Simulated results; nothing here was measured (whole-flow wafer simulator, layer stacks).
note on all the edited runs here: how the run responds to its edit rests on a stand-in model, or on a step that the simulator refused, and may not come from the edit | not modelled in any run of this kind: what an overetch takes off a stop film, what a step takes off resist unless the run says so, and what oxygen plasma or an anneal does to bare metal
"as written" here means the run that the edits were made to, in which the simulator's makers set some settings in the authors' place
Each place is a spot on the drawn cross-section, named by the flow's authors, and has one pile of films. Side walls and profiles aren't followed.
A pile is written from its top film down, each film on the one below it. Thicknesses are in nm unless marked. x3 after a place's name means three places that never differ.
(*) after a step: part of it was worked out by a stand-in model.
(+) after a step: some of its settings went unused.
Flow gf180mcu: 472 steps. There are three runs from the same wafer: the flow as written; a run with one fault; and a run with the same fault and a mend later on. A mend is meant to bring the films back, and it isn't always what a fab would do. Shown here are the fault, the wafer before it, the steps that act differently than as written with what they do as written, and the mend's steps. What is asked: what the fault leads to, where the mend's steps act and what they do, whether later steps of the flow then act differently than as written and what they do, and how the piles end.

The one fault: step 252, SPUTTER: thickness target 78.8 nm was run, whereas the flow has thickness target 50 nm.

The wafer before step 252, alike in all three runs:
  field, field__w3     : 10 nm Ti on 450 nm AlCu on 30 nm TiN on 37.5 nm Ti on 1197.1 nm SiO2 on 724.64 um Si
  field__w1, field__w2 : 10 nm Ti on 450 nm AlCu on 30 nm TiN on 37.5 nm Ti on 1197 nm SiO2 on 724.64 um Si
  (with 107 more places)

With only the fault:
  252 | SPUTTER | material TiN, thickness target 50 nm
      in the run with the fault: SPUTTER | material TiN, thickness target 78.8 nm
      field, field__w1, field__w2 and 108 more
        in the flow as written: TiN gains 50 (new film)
        in the run with the fault: TiN gains 78.8 (new film)
  Steps further on in the flow that do not act as written (3 other steps are not shown; they differ only slightly, by no more than 2% or 0.5 nm, whichever is larger):
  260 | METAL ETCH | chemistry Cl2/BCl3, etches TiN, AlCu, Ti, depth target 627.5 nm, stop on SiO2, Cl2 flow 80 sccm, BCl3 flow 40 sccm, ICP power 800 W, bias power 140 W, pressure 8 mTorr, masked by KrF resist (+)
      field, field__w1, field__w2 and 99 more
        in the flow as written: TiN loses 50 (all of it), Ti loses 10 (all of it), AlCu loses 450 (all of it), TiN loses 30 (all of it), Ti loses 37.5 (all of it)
        in the run with the fault: TiN loses 78.8 (all of it), Ti loses 10 (all of it), AlCu loses 450 (all of it), TiN loses 30 (all of it), Ti loses 37.5 (all of it)
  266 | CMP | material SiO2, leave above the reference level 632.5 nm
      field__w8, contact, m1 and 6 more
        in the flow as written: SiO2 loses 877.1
        in the run with the fault: SiO2 loses 905.9
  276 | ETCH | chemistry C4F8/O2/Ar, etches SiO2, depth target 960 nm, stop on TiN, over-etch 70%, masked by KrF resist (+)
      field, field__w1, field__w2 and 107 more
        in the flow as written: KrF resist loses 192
        in the run with the fault: KrF resist loses 184.8
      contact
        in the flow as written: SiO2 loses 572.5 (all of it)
        in the run with the fault: SiO2 loses 543.7 (all of it)
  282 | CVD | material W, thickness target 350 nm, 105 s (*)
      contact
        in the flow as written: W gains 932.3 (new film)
        in the run with the fault: W gains 903.2 (new film)
  The piles end different from the flow's at field__w8, contact, m1 and 6 more by more than 2% or 0.5 nm, whichever is larger.
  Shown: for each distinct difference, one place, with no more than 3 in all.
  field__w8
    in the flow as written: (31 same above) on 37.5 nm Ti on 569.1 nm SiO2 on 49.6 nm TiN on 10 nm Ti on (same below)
    in the run with the fault: (31 same above) on 37.5 nm Ti on 540.3 nm SiO2 on 78.4 nm TiN on 10 nm Ti on (same below)
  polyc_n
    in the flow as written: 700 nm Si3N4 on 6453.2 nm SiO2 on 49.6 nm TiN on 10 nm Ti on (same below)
    in the run with the fault: 700 nm Si3N4 on 6424.4 nm SiO2 on 78.4 nm TiN on 10 nm Ti on (same below)
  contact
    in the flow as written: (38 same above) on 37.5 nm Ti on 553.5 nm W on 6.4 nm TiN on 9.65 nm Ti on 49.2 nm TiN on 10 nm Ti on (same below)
    in the run with the fault: (38 same above) on 37.5 nm Ti on 524.4 nm W on 6.51 nm TiN on 9.82 nm Ti on 78 nm TiN on 10 nm Ti on (same below)

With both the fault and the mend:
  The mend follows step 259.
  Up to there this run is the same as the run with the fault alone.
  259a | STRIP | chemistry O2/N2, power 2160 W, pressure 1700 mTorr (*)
      field__w8, contact, m1 and 6 more
        KrF resist loses 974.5 (all of it)
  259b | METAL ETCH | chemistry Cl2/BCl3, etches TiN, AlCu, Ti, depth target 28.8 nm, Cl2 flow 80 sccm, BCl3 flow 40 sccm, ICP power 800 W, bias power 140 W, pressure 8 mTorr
      field, field__w1, field__w2 and 108 more
        TiN loses 28.8
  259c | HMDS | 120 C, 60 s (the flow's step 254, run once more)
      alters no film at any place that is followed
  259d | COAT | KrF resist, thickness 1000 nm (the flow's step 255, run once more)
      field, field__w1, field__w2 and 108 more
        KrF resist gains 1000 (new film)
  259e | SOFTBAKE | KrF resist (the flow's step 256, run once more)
      alters no film at any place that is followed
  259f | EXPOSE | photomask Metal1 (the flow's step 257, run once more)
      alters no film at any place that is followed
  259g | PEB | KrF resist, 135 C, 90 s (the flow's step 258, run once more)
      field, field__w1, field__w2 and 108 more
        KrF resist loses 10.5
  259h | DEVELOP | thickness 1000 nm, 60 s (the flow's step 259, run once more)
      field, field__w1, field__w2 and 99 more
        KrF resist loses 989.5 (all of it)
      field__w8, contact, m1 and 6 more
        KrF resist loses 14.9
  None of the later steps of the flow acts differently than as written at any place that is followed.
  By the end, the piles equal the flow's at every place that both follow.
